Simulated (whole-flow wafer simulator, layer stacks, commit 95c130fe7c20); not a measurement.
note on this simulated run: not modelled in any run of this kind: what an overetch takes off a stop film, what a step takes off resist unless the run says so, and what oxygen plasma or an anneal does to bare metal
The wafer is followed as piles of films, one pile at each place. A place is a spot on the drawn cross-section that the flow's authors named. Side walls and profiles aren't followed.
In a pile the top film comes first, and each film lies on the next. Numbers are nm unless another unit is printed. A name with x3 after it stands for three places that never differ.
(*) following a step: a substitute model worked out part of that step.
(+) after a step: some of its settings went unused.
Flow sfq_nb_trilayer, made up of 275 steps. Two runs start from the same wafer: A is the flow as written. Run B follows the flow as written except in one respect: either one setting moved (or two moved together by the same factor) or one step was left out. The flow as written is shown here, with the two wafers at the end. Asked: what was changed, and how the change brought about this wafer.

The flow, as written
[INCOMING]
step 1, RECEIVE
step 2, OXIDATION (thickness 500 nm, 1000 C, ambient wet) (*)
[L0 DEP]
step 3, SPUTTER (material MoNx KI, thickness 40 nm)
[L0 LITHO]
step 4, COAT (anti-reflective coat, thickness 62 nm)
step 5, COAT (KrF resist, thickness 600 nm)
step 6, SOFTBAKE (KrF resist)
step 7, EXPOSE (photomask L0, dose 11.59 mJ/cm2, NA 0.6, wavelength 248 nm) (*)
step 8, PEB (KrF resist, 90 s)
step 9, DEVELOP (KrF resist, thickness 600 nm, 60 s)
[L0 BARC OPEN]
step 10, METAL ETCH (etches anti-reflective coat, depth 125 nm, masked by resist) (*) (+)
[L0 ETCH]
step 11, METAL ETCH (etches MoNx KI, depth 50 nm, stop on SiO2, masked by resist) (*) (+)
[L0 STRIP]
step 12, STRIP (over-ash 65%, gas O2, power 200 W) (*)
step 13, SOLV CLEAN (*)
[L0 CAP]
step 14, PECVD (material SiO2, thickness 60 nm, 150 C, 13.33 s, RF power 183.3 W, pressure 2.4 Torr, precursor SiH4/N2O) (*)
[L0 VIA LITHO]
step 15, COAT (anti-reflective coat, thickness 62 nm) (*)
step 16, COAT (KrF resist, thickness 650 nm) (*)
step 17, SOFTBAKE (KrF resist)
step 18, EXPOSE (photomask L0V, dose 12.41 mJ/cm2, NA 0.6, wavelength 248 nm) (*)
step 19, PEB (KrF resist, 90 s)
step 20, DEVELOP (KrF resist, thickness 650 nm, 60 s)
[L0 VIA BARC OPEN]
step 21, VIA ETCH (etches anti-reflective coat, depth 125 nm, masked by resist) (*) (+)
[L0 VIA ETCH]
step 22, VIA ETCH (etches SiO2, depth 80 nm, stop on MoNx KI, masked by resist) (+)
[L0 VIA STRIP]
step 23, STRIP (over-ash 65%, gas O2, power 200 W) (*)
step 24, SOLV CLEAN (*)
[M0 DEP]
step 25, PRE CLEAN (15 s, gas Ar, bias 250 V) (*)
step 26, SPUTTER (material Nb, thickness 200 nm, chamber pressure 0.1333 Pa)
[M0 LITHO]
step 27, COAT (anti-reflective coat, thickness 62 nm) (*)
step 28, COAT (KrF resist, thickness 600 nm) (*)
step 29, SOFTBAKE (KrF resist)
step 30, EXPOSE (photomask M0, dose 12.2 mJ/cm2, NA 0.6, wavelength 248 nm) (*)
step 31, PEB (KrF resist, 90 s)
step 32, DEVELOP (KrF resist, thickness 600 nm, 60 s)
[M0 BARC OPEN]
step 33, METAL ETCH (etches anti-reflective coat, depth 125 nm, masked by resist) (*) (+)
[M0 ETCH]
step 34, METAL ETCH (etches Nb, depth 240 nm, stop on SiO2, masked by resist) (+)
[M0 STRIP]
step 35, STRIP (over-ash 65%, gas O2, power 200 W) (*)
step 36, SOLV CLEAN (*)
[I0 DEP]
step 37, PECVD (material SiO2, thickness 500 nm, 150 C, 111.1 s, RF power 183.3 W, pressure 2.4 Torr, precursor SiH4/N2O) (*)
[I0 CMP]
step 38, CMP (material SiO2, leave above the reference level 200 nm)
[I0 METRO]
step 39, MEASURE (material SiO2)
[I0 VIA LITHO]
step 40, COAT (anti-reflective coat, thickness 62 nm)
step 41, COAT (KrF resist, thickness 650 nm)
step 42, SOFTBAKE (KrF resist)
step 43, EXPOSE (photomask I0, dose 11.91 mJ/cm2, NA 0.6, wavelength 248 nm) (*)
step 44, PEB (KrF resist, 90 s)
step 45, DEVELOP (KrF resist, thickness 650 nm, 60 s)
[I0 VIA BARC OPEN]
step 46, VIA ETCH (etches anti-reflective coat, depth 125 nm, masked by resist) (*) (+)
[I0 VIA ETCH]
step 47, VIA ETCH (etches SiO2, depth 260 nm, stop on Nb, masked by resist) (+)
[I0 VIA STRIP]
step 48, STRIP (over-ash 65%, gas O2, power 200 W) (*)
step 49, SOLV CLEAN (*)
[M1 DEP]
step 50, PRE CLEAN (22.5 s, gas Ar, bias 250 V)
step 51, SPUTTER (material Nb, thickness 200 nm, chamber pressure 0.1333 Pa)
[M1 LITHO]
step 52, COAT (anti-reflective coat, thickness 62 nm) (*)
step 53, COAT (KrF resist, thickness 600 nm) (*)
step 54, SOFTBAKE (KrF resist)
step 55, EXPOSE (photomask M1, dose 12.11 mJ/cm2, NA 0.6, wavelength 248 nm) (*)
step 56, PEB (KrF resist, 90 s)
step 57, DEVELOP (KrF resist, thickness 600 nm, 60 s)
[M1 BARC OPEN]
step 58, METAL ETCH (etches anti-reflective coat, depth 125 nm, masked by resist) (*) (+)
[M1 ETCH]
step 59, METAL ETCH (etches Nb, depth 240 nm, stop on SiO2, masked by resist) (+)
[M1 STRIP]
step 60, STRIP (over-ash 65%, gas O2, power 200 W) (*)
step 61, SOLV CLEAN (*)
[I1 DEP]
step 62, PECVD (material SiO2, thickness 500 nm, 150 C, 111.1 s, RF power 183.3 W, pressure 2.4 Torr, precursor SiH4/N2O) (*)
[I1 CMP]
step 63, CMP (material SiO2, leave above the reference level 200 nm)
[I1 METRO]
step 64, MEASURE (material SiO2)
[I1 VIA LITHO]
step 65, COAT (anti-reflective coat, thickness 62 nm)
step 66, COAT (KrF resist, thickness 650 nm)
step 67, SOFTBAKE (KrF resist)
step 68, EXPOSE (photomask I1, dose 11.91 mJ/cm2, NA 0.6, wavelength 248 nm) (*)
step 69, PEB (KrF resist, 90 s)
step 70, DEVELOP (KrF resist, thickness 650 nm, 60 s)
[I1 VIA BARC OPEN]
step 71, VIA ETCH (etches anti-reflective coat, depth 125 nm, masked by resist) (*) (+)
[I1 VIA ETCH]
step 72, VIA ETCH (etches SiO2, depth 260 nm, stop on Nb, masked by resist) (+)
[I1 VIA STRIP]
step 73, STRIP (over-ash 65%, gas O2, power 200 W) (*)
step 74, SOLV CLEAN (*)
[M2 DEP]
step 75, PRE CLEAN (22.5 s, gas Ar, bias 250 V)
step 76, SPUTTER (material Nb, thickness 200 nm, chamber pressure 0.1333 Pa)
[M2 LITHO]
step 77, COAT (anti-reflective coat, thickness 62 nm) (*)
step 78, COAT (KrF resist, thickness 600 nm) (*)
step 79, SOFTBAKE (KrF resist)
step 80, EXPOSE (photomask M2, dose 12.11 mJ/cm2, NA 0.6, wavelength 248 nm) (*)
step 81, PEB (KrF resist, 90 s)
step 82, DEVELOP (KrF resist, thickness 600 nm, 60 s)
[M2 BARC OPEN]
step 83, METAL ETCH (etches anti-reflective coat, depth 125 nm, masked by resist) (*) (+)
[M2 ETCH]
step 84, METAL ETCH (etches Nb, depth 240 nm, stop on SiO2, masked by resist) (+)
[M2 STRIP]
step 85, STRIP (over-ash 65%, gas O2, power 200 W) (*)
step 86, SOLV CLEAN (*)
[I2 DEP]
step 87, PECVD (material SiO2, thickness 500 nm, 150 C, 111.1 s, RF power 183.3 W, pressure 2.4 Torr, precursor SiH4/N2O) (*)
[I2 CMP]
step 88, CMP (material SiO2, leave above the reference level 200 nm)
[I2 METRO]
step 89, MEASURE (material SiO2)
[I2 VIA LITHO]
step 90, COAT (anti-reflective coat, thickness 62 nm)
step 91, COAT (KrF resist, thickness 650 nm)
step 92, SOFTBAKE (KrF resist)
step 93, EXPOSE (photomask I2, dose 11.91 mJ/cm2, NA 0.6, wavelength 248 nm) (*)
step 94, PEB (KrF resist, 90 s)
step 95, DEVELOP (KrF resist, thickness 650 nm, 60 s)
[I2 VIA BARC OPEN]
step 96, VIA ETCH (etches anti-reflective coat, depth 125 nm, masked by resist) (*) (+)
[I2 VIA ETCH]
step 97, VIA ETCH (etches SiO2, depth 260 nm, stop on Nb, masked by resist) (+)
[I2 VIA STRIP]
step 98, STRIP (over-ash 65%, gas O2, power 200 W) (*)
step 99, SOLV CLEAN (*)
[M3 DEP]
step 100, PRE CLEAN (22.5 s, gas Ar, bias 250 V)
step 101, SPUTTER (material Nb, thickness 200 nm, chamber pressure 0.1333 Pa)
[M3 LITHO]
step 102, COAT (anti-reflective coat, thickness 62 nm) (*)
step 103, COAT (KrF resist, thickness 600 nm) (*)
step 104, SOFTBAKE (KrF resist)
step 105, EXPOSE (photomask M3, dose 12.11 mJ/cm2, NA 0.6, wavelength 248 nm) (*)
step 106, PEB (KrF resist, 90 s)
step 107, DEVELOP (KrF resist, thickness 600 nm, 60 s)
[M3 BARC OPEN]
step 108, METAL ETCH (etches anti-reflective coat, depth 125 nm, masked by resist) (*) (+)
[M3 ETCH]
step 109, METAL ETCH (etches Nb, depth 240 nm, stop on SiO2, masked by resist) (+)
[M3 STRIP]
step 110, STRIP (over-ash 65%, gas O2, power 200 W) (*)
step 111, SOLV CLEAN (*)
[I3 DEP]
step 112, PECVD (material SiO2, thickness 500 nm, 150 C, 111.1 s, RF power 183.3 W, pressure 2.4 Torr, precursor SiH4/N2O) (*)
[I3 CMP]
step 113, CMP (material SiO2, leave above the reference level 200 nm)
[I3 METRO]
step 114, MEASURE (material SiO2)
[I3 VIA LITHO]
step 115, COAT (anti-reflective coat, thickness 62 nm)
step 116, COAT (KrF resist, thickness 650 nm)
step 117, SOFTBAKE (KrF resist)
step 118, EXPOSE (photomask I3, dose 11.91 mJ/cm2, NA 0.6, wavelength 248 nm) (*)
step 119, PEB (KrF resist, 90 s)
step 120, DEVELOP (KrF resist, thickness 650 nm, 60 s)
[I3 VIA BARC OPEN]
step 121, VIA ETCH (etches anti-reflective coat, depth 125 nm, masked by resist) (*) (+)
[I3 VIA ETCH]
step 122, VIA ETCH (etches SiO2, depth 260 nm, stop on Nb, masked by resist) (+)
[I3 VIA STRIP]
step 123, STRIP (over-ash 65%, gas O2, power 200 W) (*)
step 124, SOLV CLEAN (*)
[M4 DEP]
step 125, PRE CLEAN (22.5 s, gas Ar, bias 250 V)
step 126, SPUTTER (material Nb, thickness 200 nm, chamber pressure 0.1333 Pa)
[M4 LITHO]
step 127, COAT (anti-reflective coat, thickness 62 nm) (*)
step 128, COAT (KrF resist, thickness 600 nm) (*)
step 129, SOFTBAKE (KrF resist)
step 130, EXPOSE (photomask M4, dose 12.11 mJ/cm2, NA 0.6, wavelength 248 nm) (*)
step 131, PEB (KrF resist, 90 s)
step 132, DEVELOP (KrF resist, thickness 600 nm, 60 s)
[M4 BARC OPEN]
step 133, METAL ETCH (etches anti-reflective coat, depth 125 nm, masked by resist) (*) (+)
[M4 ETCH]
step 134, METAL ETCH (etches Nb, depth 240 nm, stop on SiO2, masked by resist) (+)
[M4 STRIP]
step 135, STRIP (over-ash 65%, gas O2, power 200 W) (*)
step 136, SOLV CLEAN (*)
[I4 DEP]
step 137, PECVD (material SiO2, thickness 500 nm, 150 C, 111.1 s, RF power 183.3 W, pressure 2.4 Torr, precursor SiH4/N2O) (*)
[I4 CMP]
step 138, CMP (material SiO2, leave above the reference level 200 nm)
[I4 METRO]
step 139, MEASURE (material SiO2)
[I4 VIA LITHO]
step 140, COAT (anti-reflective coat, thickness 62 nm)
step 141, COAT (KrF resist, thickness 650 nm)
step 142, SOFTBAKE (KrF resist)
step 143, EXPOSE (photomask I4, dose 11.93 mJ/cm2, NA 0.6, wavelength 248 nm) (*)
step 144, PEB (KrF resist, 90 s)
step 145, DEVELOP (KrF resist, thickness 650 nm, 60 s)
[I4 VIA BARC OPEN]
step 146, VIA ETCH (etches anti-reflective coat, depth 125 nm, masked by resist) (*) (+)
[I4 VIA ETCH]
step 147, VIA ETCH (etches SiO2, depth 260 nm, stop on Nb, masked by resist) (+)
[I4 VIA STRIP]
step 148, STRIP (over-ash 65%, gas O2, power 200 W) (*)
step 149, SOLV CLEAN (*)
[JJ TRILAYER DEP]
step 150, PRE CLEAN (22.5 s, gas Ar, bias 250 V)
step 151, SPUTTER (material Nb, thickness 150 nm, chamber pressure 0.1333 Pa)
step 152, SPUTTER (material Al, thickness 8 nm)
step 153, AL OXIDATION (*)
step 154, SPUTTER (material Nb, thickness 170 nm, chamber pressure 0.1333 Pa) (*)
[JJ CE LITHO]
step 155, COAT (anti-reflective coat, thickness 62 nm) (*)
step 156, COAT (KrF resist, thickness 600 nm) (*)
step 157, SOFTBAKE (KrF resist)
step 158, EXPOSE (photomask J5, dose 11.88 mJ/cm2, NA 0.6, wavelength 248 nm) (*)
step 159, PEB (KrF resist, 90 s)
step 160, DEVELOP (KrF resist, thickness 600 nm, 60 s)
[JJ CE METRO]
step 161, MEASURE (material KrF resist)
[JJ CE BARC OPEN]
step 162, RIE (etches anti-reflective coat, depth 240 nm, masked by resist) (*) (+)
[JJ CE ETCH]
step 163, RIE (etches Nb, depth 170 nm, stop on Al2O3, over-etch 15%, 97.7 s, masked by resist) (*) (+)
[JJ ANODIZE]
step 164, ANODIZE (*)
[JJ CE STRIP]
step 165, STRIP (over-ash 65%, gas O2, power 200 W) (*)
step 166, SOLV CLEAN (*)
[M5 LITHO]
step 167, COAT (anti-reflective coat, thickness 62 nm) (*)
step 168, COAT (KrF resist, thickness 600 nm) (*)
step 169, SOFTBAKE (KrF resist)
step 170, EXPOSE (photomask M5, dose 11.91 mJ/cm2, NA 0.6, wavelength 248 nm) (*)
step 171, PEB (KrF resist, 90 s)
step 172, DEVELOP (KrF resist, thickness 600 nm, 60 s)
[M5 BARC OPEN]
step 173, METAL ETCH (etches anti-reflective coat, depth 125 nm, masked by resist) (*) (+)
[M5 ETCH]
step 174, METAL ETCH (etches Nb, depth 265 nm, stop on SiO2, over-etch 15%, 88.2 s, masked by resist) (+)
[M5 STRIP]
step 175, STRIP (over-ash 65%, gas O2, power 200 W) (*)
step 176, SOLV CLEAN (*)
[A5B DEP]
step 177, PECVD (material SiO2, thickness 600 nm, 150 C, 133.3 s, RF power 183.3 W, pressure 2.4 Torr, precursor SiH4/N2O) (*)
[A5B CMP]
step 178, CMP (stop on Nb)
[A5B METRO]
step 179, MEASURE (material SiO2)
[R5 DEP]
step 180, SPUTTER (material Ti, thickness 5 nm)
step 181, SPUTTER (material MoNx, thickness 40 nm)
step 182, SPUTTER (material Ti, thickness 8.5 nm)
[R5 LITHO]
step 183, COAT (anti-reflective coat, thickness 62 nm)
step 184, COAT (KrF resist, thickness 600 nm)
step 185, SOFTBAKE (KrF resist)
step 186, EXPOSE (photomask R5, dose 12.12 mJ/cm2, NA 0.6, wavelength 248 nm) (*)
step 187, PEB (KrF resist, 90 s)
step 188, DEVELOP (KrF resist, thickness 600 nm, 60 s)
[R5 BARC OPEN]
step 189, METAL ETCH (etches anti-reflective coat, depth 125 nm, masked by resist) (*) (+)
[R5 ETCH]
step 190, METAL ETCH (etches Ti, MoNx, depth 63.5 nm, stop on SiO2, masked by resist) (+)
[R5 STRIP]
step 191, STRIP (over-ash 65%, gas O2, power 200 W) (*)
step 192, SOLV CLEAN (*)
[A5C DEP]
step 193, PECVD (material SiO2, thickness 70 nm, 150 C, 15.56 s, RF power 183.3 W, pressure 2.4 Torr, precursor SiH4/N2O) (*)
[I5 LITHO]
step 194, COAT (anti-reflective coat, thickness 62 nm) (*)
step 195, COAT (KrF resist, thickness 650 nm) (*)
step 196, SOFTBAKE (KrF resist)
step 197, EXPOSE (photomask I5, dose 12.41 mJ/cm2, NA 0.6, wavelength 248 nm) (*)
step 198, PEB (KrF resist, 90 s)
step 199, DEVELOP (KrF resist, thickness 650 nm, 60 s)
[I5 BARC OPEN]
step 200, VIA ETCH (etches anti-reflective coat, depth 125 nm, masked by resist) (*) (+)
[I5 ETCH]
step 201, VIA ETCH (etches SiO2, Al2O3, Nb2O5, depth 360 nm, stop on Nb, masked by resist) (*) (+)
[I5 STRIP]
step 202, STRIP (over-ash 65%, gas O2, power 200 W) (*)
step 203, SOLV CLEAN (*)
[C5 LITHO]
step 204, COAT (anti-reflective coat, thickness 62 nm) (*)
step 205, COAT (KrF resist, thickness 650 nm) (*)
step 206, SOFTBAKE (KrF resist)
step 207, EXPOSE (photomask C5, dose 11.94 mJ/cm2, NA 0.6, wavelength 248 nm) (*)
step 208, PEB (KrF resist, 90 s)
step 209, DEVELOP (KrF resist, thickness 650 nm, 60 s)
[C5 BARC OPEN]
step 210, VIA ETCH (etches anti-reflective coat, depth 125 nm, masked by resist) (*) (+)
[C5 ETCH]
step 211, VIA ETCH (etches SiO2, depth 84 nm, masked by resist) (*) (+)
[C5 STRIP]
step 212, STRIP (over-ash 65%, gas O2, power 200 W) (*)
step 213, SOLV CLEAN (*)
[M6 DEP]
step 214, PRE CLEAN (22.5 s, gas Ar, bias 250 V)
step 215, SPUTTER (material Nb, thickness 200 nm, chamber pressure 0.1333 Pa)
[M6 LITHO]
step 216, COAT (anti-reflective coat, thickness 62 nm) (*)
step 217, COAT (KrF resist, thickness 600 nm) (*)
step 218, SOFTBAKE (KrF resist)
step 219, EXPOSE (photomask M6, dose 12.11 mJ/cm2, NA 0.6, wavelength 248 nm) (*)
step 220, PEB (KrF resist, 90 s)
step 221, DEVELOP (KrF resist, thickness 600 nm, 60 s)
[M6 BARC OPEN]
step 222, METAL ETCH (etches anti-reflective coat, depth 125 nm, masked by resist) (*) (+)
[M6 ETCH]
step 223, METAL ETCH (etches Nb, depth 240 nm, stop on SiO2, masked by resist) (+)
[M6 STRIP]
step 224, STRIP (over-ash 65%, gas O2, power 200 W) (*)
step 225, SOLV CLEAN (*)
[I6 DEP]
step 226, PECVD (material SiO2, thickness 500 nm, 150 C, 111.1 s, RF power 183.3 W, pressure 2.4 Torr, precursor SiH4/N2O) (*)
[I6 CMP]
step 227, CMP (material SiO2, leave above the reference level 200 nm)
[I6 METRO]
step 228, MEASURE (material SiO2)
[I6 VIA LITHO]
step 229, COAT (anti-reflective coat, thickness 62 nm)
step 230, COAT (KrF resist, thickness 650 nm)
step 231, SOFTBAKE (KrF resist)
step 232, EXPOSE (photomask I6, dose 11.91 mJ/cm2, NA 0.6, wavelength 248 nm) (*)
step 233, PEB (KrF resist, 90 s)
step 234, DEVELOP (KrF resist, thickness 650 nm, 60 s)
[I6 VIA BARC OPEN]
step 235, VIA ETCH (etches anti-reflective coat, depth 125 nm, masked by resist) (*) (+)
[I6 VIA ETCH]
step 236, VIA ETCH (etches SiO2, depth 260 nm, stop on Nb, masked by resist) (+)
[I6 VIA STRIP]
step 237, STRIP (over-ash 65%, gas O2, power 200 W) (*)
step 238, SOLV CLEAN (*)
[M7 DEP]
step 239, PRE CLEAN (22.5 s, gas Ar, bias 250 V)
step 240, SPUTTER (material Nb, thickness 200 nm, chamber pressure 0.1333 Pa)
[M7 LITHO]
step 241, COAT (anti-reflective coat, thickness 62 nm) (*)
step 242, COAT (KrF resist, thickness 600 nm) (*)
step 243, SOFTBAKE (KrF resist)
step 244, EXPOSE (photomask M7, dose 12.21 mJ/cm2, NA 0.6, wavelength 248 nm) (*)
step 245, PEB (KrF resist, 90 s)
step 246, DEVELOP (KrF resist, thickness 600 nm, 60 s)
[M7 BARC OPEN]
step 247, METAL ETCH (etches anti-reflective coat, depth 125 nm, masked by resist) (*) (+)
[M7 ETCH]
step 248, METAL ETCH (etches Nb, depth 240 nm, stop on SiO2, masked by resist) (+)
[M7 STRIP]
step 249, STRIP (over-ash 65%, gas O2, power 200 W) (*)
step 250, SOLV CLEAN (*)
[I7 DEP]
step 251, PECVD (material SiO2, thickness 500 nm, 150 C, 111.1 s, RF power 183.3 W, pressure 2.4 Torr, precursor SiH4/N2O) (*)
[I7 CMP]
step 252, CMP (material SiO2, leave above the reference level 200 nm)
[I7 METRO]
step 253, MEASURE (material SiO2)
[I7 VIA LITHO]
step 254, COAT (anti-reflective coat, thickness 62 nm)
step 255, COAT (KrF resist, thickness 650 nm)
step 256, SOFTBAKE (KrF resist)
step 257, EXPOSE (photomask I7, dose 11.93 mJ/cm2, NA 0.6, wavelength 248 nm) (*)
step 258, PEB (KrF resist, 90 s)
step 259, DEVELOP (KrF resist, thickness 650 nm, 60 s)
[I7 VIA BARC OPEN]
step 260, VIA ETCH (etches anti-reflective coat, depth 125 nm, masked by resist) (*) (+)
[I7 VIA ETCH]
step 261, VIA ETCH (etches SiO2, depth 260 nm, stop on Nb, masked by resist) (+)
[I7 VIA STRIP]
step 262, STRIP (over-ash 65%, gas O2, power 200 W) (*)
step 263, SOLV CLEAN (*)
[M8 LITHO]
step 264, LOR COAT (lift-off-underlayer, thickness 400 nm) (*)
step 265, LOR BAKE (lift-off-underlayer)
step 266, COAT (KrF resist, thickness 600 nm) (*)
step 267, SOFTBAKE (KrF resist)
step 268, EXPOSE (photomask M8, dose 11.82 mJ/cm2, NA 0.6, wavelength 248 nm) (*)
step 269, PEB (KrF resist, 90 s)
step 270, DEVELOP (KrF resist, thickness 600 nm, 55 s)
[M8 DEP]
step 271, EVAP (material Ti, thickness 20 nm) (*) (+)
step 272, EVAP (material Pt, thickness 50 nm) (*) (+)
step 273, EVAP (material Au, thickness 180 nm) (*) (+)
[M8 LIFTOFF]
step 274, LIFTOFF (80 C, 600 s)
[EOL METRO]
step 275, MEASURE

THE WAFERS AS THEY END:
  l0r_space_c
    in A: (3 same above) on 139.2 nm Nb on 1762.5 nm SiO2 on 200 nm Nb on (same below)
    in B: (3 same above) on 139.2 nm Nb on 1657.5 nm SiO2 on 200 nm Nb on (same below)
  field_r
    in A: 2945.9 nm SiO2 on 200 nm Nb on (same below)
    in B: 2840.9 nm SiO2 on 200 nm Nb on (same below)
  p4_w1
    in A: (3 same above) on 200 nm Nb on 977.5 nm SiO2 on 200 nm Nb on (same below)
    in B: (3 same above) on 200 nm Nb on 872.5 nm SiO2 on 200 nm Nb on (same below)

Cause: step 76, SPUTTER: thickness 95 nm was run, whereas the flow has thickness 200 nm.

Step by step, how the change led to this:
  step 76, SPUTTER (material Nb, thickness 200 nm, chamber pressure 0.1333 Pa)
      field_l, v_sur, via_wl and 102 more: A +200 Nb (new film) | B +95 Nb (new film)
      via_v: A +174.5 Nb | B +83.7 Nb
  step 77, COAT (anti-reflective coat, thickness 62 nm) (*)
      via_v: A +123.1 anti-reflective coat (new film) | B +118.7 anti-reflective coat (new film)
  step 84, METAL ETCH (etches Nb, depth 240 nm, stop on SiO2, masked by resist) (+)
      field_l, be, be_sur and 81 more: A -200 Nb (all of it) | B -95 Nb (all of it)
      v_sur, via_wl, via_w and 19 more: A -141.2 KrF resist | B -83.8 KrF resist
  step 85, STRIP (over-ash 65%, gas O2, power 200 W) (*)
      wl_j_sl, wl_jj, wl_j_sr and 12 more: A -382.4 KrF resist (all of it), -62 anti-reflective coat (all of it) | B -439.7 KrF resist (all of it), -62 anti-reflective coat (all of it)
      v_sur: A -380 KrF resist (all of it), -61.4 anti-reflective coat (all of it) | B -437.5 KrF resist (all of it), -61.4 anti-reflective coat (all of it)
      (and at 6 other places as well)
  step 87, PECVD (material SiO2, thickness 500 nm, 150 C, 111.1 s, RF power 183.3 W, pressure 2.4 Torr, precursor SiH4/N2O) (*)
      via_v: A +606 SiO2 (new film) | B +580.3 SiO2 (new film)
  step 88, CMP (material SiO2, leave above the reference level 200 nm)
      field_l, be, be_sur and 81 more: A -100 SiO2 | B -205 SiO2
      via_v: A -181.6 SiO2 | B -170.1 SiO2
